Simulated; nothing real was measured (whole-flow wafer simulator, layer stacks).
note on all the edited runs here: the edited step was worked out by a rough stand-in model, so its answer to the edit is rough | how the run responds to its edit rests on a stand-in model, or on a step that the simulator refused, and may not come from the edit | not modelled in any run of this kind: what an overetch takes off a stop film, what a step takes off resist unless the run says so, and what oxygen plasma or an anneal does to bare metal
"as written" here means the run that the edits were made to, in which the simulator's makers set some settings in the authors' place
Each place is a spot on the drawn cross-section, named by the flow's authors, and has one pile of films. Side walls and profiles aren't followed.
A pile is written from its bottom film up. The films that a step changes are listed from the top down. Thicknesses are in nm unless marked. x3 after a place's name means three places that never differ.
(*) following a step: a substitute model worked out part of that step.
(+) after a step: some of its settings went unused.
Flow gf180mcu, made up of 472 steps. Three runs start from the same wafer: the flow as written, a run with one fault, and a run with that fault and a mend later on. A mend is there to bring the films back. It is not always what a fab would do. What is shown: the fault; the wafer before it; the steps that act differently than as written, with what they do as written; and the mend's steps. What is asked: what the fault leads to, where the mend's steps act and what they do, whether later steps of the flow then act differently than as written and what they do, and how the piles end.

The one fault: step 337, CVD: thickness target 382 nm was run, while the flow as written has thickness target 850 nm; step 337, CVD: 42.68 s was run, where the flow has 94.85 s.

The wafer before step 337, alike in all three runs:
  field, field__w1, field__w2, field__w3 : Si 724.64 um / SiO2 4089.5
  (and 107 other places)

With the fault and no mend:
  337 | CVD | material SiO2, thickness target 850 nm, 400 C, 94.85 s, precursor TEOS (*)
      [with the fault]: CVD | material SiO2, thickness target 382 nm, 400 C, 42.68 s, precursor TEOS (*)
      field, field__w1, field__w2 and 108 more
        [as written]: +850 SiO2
        [with the fault]: +392.4 SiO2
  Steps further on in the flow that do not act as written (1 other step is not shown; it differs only slightly, by no more than 2% or 0.5 nm, whichever is larger):
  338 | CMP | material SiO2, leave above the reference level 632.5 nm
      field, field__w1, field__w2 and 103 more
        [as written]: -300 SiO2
        [with the fault]: nothing
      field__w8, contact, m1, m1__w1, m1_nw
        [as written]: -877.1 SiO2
        [with the fault]: -419.5 SiO2
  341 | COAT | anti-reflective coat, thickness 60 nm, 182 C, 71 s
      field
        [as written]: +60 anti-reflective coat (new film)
        [with the fault]: +127.1 anti-reflective coat (new film)
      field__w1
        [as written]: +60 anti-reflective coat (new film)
        [with the fault]: +88.2 anti-reflective coat (new film)
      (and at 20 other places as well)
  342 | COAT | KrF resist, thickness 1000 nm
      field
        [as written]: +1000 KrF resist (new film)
        [with the fault]: +973.3 KrF resist (new film)
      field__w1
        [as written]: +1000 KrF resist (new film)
        [with the fault]: +974.8 KrF resist (new film)
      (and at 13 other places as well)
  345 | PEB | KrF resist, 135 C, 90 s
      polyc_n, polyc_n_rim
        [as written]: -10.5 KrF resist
        [with the fault]: -12 KrF resist
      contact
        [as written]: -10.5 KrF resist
        [with the fault]: -9.22 KrF resist
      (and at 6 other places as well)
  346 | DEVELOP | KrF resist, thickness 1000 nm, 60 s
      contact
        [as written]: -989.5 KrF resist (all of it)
        [with the fault]: -906.7 KrF resist (all of it)
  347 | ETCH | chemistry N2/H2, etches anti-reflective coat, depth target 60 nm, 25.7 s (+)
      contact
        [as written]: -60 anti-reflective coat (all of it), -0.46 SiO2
        [with the fault]: -21.2 anti-reflective coat (all of it), -1.46 SiO2
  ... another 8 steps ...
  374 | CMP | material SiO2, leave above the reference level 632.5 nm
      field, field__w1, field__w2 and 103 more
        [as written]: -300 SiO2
        [with the fault]: -287.7 SiO2
  By the end, the piles at field, field__w1, field__w2 and 109 more depart from the flow's by more than 2% or 0.5 nm, whichever is larger.
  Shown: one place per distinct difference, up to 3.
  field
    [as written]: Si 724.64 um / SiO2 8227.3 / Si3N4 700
    [with the fault]: Si 724.64 um / SiO2 4481.9 / Ti 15 / TiN 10 / W 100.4 / SiO2 3603.9 / Si3N4 700
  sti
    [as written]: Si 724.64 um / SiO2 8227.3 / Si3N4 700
    [with the fault]: Si 724.64 um / SiO2 4481.8 / Ti 15 / TiN 10 / W 100.4 / SiO2 3603.9 / Si3N4 700
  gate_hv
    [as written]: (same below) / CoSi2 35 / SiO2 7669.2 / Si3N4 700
    [with the fault]: (same below) / CoSi2 35 / SiO2 3923.7 / Ti 15 / TiN 10 / W 100.4 / SiO2 3603.9 / Si3N4 700

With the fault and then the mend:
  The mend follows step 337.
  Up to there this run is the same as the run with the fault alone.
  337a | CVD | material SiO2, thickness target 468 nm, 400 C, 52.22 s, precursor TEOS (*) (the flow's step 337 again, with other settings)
      field, field__w1, field__w2 and 108 more
        +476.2 SiO2
  Steps further on in the flow that do not act as written:
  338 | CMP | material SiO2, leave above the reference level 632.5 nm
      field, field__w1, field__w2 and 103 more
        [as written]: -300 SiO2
        [with the mend]: -318.6 SiO2
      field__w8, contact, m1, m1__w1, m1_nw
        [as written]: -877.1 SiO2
        [with the mend]: -895.7 SiO2
  The piles end the same as the flow's at every place that both follow.
